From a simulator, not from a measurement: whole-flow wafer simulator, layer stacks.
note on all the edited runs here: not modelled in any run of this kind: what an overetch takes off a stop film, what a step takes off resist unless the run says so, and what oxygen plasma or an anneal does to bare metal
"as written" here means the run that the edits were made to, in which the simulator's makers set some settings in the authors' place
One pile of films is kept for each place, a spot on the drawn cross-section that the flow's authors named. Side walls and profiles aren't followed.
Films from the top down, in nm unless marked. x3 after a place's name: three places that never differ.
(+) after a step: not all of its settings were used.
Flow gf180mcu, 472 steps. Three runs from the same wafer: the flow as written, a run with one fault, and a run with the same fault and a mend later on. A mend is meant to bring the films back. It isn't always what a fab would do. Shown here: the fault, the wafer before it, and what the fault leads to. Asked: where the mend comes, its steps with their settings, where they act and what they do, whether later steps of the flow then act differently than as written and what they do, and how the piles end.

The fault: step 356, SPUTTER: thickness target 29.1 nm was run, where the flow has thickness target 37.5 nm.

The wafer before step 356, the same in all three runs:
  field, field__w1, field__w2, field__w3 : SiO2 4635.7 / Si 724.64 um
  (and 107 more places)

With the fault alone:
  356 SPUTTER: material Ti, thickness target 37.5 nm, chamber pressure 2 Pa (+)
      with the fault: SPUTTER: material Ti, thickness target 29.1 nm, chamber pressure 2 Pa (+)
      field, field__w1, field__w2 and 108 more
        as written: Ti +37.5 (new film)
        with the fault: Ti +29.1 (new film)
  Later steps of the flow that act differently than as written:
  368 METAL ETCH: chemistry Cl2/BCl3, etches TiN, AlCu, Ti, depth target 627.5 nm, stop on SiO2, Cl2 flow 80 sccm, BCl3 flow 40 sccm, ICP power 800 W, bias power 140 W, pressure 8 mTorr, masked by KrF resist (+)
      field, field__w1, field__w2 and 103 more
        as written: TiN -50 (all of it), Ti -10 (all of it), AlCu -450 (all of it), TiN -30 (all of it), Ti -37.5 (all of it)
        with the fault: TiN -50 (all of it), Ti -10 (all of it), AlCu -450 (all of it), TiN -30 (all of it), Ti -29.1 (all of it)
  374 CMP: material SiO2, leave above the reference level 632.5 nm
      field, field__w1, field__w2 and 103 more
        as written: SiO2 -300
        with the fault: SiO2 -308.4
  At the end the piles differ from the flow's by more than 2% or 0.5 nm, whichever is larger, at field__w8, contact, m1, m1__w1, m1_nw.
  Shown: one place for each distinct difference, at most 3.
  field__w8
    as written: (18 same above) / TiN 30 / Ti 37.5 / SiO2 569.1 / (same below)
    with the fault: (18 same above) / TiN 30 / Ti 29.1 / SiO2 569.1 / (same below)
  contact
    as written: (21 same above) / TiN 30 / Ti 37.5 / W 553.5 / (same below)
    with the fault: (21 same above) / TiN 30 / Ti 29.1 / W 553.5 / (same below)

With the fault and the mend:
  The mend comes after step 356.
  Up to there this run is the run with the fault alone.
  356a SPUTTER: material Ti, thickness target 8.4 nm, chamber pressure 2 Pa (+) (the flow's step 356 once more, with other settings)
      field, field__w1, field__w2 and 108 more
        Ti +8.4
  No later step of the flow acts differently than as written at any place that is followed.
  At the end the piles are the same as the flow's at every place that both follow.
